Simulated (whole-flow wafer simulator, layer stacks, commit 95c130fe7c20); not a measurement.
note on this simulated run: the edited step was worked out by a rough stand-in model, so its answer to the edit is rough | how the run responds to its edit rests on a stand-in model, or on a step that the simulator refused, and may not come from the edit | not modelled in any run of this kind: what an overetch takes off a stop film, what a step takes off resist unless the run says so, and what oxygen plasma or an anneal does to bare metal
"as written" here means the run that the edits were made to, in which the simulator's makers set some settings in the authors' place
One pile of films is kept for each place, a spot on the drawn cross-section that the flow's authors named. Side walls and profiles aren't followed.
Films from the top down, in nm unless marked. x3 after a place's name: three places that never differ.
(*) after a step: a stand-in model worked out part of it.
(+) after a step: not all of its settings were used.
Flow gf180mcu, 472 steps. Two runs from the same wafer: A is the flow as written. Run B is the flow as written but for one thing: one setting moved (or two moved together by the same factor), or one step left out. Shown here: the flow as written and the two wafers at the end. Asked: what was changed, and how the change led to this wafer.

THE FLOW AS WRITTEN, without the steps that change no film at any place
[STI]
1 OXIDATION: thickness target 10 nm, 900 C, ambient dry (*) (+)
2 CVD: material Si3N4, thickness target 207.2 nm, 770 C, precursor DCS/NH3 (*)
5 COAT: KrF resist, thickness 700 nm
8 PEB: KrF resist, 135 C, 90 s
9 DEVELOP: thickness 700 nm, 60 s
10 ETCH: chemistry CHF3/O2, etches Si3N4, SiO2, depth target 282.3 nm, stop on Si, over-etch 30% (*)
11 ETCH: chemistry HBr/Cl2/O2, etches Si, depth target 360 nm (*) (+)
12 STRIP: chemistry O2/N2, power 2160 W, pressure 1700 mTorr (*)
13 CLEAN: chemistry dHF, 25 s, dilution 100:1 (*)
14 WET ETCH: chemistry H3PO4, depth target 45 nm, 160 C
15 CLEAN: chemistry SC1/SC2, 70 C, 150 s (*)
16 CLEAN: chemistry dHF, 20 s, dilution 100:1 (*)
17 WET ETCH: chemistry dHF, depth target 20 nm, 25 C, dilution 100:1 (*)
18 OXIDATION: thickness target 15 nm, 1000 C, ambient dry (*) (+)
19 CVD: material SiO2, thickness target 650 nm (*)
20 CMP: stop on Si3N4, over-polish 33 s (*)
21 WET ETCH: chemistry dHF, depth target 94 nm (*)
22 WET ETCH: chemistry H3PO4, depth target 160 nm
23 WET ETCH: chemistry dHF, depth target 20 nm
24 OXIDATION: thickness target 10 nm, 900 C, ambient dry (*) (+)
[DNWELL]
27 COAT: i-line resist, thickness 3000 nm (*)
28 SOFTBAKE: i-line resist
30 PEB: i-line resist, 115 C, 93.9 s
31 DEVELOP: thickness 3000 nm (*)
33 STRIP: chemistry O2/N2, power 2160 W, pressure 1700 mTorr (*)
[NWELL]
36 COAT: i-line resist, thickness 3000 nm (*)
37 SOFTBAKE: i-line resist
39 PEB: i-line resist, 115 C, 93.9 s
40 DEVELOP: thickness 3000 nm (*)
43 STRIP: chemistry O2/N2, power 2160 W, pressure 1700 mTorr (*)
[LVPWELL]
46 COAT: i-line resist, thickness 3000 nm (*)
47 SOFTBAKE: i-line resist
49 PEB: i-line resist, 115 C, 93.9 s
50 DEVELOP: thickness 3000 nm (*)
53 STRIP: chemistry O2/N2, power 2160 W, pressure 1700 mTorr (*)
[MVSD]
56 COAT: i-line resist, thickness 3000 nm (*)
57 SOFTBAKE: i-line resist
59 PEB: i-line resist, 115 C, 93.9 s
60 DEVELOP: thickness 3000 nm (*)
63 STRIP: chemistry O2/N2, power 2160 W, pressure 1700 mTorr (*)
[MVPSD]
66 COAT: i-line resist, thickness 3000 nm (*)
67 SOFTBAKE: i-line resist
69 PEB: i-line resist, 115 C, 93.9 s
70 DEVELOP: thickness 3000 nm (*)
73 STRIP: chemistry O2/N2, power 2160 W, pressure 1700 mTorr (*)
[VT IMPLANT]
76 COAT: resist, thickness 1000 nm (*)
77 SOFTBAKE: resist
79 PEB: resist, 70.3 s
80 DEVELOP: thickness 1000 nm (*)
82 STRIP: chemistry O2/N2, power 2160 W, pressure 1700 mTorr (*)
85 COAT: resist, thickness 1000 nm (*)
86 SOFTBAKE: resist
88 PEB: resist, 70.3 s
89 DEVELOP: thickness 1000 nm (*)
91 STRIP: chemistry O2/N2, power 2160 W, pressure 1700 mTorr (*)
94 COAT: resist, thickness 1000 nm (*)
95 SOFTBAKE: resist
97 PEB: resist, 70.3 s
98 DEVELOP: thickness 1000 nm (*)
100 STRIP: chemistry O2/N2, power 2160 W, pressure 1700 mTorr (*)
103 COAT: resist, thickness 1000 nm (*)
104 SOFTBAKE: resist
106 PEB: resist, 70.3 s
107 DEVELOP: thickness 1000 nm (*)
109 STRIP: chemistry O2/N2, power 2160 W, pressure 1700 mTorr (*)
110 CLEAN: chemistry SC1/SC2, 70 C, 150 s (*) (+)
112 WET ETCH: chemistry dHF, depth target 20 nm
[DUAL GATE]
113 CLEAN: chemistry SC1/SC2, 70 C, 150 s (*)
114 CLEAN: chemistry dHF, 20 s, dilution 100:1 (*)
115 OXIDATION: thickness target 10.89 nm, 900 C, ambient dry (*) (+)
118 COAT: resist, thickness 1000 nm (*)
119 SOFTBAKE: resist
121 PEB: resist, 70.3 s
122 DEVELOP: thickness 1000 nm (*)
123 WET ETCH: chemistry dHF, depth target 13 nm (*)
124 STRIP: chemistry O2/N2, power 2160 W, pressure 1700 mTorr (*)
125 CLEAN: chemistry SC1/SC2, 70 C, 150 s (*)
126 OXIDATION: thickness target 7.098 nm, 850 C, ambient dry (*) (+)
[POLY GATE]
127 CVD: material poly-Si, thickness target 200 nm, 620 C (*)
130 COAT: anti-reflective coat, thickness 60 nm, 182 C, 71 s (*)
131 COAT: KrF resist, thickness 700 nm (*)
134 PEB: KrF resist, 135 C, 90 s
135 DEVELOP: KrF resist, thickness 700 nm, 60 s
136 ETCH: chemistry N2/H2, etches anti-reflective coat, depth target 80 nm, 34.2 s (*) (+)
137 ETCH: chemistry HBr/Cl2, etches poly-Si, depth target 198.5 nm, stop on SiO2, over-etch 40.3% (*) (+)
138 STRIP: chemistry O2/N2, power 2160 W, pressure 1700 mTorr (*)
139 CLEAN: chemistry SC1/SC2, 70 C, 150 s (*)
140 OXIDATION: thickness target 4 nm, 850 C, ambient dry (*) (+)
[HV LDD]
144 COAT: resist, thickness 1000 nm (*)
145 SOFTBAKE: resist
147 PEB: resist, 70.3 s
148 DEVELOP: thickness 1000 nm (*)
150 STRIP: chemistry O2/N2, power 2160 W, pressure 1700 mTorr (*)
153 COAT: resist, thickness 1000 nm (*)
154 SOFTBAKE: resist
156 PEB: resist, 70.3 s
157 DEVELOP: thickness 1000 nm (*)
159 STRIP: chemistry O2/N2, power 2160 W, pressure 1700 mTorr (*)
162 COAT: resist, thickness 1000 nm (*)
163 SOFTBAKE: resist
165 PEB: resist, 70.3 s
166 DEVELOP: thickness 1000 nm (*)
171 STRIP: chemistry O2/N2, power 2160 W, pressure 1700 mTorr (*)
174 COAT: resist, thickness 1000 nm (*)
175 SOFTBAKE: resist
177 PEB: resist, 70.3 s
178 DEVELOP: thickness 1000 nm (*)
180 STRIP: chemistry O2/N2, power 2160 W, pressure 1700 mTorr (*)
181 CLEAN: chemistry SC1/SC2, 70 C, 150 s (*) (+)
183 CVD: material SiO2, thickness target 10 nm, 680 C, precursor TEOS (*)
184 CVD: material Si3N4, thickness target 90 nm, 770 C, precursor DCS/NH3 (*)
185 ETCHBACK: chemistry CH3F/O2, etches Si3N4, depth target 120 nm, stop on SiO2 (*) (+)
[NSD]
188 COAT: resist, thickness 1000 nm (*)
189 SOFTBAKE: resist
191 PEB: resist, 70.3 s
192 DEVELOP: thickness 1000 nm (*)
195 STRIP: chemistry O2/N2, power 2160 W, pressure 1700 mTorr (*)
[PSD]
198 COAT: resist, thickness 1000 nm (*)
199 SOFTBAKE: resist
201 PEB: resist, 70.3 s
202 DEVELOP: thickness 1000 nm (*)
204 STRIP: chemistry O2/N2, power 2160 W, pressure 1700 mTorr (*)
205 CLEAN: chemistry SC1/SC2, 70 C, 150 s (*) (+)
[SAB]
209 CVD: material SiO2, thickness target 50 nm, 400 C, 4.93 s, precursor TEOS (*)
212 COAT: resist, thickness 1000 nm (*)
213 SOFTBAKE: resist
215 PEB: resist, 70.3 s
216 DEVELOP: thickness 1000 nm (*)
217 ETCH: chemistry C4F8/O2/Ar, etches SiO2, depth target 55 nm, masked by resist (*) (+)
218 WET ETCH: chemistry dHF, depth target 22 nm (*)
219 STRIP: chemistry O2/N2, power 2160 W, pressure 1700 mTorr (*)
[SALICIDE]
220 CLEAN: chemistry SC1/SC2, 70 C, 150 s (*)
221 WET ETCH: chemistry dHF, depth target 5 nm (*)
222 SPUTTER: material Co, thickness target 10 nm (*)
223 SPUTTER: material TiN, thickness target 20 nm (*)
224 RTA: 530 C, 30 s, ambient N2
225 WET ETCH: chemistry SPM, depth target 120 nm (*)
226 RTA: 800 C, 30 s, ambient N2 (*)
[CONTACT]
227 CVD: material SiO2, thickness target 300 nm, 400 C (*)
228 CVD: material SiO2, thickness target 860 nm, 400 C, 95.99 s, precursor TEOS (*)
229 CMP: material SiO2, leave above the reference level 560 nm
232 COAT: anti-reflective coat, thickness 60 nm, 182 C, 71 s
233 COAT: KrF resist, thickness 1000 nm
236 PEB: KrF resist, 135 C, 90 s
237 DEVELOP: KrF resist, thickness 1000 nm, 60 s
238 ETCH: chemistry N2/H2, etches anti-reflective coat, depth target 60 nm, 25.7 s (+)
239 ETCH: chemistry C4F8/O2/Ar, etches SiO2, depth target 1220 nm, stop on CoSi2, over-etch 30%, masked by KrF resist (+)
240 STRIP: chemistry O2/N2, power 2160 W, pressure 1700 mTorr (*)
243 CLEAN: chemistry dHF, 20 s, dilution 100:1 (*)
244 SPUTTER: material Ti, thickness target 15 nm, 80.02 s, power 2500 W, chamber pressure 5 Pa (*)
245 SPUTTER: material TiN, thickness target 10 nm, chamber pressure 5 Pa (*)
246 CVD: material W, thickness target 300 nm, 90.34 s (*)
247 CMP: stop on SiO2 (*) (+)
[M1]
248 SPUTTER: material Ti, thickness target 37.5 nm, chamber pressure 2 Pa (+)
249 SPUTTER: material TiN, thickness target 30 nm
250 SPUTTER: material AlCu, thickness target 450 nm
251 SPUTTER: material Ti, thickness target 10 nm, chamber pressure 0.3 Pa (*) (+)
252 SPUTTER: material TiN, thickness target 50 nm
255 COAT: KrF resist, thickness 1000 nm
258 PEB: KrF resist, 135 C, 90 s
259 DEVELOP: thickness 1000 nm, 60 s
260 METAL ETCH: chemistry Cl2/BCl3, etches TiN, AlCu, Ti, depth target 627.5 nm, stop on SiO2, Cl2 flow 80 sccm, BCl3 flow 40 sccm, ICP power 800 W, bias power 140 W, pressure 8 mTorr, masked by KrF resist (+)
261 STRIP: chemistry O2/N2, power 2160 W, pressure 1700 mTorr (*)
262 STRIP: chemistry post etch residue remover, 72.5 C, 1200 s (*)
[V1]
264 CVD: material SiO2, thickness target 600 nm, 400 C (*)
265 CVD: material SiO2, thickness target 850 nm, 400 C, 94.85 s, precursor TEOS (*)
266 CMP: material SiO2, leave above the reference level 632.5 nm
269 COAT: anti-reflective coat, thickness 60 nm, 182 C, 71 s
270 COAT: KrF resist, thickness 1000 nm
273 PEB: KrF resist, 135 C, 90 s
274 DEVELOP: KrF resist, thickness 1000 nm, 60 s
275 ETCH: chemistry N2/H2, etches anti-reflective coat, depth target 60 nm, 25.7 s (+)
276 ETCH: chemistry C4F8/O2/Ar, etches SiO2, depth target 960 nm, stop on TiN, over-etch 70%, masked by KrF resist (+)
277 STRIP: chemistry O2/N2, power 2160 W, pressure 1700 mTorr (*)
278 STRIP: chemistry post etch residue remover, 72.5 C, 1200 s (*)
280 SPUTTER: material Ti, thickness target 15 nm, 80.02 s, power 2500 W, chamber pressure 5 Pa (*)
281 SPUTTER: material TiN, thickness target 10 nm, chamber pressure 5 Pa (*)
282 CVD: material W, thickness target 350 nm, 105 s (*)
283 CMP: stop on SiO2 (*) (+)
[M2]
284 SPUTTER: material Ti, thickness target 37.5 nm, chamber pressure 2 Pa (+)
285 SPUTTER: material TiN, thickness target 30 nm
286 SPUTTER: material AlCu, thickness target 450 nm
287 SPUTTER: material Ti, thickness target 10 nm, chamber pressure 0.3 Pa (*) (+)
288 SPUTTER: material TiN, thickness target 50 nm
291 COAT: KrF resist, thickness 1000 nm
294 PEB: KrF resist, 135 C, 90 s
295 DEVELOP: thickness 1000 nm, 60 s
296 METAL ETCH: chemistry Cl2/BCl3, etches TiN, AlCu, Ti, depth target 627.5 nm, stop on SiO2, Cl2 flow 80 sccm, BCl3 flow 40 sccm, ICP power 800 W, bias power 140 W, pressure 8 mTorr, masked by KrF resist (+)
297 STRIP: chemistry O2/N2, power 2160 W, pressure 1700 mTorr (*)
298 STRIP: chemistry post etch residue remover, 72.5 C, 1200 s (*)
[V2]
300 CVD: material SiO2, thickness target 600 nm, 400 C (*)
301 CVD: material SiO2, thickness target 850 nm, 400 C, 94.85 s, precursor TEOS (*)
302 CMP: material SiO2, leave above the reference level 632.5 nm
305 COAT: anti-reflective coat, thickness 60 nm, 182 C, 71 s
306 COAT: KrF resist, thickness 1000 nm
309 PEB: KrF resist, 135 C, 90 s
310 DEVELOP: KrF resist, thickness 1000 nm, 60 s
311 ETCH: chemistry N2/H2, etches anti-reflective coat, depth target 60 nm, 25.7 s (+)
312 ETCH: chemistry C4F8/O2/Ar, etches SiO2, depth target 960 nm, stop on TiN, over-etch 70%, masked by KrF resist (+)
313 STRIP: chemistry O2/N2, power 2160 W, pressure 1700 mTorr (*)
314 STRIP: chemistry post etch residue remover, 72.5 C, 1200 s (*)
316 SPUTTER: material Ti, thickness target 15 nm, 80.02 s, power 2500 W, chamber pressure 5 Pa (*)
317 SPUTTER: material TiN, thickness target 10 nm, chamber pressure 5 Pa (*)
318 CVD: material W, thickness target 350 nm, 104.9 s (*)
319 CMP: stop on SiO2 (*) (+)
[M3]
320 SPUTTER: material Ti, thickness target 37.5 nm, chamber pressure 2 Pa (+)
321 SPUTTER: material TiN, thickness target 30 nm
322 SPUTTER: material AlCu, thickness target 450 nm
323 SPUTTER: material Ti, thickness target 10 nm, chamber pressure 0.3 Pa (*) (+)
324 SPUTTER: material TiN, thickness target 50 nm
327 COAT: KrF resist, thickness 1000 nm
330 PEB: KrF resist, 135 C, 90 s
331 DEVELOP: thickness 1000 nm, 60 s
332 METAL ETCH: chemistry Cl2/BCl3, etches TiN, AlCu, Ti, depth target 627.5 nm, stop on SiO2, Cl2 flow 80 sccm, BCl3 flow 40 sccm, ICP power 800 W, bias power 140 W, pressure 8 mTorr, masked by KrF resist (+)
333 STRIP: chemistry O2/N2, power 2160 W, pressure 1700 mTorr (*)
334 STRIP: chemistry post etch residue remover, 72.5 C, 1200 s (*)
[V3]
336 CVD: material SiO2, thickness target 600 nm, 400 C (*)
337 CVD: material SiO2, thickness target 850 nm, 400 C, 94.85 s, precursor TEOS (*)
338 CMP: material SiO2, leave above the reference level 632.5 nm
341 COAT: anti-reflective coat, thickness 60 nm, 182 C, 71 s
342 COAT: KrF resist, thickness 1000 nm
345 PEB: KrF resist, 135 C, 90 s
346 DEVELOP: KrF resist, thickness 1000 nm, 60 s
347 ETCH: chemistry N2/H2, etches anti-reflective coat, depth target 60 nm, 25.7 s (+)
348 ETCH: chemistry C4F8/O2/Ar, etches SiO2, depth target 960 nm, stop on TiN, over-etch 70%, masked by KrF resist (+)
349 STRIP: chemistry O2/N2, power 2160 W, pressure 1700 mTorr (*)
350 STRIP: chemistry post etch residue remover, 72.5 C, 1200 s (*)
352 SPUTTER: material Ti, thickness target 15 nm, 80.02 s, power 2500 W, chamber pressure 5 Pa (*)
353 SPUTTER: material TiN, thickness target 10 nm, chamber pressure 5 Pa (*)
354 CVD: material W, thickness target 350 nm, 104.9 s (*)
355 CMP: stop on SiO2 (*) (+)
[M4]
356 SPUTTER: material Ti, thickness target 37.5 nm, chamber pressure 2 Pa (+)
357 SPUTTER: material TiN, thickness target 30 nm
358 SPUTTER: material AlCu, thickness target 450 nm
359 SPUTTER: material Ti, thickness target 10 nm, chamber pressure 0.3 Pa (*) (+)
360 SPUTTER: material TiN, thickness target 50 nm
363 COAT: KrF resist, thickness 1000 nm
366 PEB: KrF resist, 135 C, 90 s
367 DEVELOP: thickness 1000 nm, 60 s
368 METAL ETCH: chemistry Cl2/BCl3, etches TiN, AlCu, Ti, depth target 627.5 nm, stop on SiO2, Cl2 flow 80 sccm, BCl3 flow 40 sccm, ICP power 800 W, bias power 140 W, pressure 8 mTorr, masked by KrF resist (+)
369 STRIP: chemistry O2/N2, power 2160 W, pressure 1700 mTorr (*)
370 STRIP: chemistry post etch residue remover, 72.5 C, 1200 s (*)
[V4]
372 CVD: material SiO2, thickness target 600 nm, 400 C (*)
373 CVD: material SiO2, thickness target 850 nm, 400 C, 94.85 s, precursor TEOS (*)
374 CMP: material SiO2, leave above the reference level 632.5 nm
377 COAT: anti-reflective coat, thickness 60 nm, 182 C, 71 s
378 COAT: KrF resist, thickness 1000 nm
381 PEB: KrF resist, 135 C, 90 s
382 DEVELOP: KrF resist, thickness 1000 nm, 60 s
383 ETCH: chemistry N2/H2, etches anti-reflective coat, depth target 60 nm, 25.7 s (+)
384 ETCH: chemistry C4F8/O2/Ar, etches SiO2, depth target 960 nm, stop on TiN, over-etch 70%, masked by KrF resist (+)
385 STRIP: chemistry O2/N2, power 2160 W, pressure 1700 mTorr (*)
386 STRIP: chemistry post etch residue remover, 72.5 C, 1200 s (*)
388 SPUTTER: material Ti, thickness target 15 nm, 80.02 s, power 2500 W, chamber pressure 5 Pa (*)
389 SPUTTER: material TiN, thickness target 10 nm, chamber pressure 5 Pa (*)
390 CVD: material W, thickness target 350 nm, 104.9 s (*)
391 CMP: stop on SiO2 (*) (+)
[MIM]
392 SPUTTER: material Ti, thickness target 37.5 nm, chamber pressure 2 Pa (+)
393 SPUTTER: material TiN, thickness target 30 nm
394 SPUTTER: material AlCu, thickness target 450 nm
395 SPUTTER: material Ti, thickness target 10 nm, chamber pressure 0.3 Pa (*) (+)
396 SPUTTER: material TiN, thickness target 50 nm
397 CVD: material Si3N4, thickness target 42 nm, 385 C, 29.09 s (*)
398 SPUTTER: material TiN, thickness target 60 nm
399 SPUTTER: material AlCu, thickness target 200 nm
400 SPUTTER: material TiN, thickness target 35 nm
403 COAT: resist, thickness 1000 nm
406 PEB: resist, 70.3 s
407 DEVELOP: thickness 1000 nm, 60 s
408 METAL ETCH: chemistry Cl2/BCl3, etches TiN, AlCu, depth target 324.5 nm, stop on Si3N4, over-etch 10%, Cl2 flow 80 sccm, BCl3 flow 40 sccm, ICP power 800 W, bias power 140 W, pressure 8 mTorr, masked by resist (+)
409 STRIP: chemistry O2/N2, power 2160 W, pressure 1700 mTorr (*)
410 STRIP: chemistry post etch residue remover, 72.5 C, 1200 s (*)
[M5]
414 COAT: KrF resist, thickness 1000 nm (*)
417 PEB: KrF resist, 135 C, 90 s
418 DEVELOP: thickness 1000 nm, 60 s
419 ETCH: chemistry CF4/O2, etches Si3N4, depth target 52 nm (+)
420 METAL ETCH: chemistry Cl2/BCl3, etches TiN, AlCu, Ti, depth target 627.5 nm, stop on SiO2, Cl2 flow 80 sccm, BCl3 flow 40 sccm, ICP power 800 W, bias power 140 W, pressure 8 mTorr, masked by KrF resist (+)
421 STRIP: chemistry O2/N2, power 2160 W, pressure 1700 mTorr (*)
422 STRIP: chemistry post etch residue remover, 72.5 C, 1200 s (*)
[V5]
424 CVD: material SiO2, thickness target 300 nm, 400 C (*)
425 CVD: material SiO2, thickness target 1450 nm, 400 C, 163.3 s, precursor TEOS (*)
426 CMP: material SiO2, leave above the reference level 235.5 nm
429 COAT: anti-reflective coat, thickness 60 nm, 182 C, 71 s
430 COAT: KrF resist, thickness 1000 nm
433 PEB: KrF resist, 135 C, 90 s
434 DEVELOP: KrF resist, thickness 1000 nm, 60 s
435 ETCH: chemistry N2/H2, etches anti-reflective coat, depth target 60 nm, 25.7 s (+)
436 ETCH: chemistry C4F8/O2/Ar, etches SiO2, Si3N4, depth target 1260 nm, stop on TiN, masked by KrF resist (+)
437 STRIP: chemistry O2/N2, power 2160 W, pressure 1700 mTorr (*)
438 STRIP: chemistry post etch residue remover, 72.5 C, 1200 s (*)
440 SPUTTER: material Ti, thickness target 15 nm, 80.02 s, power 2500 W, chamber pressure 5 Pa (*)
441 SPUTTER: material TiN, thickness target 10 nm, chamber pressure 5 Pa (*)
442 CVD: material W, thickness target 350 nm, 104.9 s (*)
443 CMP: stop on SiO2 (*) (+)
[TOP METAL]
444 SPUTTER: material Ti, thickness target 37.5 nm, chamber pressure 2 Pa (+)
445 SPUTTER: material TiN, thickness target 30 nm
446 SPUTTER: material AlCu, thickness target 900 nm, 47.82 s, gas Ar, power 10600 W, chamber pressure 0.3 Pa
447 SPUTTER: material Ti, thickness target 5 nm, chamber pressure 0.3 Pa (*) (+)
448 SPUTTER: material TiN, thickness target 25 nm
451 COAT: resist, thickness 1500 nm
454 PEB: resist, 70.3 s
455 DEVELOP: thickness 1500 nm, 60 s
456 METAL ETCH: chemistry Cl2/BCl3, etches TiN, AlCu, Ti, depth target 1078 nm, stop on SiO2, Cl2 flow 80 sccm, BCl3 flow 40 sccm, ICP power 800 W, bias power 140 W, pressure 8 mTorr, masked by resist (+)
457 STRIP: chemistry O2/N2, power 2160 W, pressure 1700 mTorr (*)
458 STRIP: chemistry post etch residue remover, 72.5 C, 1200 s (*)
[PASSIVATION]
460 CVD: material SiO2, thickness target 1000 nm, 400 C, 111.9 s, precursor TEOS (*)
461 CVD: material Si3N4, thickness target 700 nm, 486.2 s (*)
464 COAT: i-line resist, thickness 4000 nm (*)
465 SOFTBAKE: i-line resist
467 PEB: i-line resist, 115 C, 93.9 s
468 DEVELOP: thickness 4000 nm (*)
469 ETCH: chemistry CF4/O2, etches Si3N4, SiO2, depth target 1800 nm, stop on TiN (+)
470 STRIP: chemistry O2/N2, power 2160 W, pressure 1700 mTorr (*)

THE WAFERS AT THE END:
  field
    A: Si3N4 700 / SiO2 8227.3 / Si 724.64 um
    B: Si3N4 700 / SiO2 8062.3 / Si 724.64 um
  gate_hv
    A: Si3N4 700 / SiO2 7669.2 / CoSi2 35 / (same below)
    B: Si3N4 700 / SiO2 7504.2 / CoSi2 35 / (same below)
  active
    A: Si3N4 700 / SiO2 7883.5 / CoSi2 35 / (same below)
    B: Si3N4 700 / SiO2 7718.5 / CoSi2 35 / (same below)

The cause: step 227, CVD: thickness target 135 nm was run, where the flow has thickness target 300 nm.

How the change led to this, step by step:
  227 CVD: material SiO2, thickness target 300 nm, 400 C (*)
      field, field__w1, field__w2 and 58 more: A SiO2 +300 | B SiO2 +135
      active, p_well, gate and 47 more: A SiO2 +300 (new film) | B SiO2 +135 (new film)
  228 CVD: material SiO2, thickness target 860 nm, 400 C, 95.99 s, precursor TEOS (*)
      field__w3, field__w12: A SiO2 +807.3 | B SiO2 +787.8
      field__w2: A SiO2 +810.7 | B SiO2 +792.4
  229 CMP: material SiO2, leave above the reference level 560 nm
      ld_drift_p, ld_drn_p: A SiO2 -425.8 | B SiO2 -438.9
      nw_enc_fld_lv__w1, nw_enc_fld_lv__w4: A SiO2 -332.2 | B SiO2 -322.7
      (and at 8 more places)
  239 ETCH: chemistry C4F8/O2/Ar, etches SiO2, depth target 1220 nm, stop on CoSi2, over-etch 30%, masked by KrF resist (+)
      field, field__w1, field__w2 and 105 more: A KrF resist -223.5 | B KrF resist -180.6
      polyc_n, polyc_p: A SiO2 -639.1 (all of it) | B SiO2 -474.1 (all of it)
      (and at 1 more place)
  240 STRIP: chemistry O2/N2, power 2160 W, pressure 1700 mTorr (*)
      field, field__w1, field__w2 and 105 more: A KrF resist -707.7 (all of it), anti-reflective coat -60 (all of it) | B KrF resist -750.6 (all of it), anti-reflective coat -60 (all of it)
  244 SPUTTER: material Ti, thickness target 15 nm, 80.02 s, power 2500 W, chamber pressure 5 Pa (*)
      contact: A Ti +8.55 (new film) | B Ti +9.42 (new film)
  245 SPUTTER: material TiN, thickness target 10 nm, chamber pressure 5 Pa (*)
      contact: A TiN +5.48 (new film) | B TiN +6.03 (new film)
  246 CVD: material W, thickness target 300 nm, 90.34 s (*)
      polyc_n, polyc_p: A W +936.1 (new film) | B W +771.1 (new film)
      contact: A W +1167.5 (new film) | B W +1001.1 (new film)
